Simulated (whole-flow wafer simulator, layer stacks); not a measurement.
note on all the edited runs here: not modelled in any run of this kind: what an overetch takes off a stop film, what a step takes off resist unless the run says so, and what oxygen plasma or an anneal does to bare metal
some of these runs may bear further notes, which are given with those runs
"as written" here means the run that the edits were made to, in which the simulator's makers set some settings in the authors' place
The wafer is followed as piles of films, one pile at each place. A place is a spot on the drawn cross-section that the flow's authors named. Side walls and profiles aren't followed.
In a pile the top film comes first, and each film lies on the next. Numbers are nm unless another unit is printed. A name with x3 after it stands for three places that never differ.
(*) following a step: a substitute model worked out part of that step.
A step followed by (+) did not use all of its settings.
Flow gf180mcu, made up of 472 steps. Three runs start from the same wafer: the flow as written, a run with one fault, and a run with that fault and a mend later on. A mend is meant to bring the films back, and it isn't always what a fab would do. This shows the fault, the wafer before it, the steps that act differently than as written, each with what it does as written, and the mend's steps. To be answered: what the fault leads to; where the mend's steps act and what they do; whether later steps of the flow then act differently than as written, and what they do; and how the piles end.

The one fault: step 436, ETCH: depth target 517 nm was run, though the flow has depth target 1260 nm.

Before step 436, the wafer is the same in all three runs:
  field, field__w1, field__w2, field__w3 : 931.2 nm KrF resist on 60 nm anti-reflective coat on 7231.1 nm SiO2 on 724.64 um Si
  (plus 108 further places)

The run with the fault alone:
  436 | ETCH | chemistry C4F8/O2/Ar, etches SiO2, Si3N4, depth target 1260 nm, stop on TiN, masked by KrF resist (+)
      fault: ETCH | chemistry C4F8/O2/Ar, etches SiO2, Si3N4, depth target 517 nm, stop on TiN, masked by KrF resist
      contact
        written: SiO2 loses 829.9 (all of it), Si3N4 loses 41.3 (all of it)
        fault: SiO2 loses 517
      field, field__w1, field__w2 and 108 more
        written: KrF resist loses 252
        fault: KrF resist loses 103.4
  Steps further on in the flow that do not act as written (1 other step is not shown; it differs only slightly, by no more than 2% or 0.5 nm, whichever is larger):
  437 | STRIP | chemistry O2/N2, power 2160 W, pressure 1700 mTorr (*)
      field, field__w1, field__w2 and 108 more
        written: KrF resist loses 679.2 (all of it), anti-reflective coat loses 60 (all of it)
        fault: KrF resist loses 827.8 (all of it), anti-reflective coat loses 60 (all of it)
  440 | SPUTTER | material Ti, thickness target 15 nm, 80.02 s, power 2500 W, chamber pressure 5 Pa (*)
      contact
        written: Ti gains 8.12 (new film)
        fault: Ti gains 9.97 (new film)
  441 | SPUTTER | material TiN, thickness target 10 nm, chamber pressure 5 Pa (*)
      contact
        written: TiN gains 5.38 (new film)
        fault: TiN gains 6.62 (new film)
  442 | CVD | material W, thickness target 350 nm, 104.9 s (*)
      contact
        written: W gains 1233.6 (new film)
        fault: W gains 875.9 (new film)
  At contact, the piles at the end differ from the flow's by more than 2% or 0.5 nm, whichever is larger.
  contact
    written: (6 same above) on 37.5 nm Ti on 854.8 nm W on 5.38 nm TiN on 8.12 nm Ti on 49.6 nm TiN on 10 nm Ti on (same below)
    fault: (6 same above) on 37.5 nm Ti on 497.1 nm W on 6.62 nm TiN on 9.97 nm Ti on 312.9 nm SiO2 on 41.3 nm Si3N4 on 50 nm TiN on 10 nm Ti on (same below)

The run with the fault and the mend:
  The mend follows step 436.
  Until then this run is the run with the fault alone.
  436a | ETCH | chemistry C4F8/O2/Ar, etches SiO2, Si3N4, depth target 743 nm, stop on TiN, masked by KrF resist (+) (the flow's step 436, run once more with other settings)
      field, field__w1, field__w2 and 108 more
        KrF resist loses 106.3
      contact
        SiO2 loses 312.9 (all of it), Si3N4 loses 41.3 (all of it)
  Steps further on in the flow that do not act as written:
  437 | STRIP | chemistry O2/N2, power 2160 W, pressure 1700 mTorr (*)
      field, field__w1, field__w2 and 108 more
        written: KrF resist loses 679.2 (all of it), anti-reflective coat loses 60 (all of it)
        mend: KrF resist loses 721.5 (all of it), anti-reflective coat loses 60 (all of it)
  At every place that both follow, the piles at the end match the flow's.
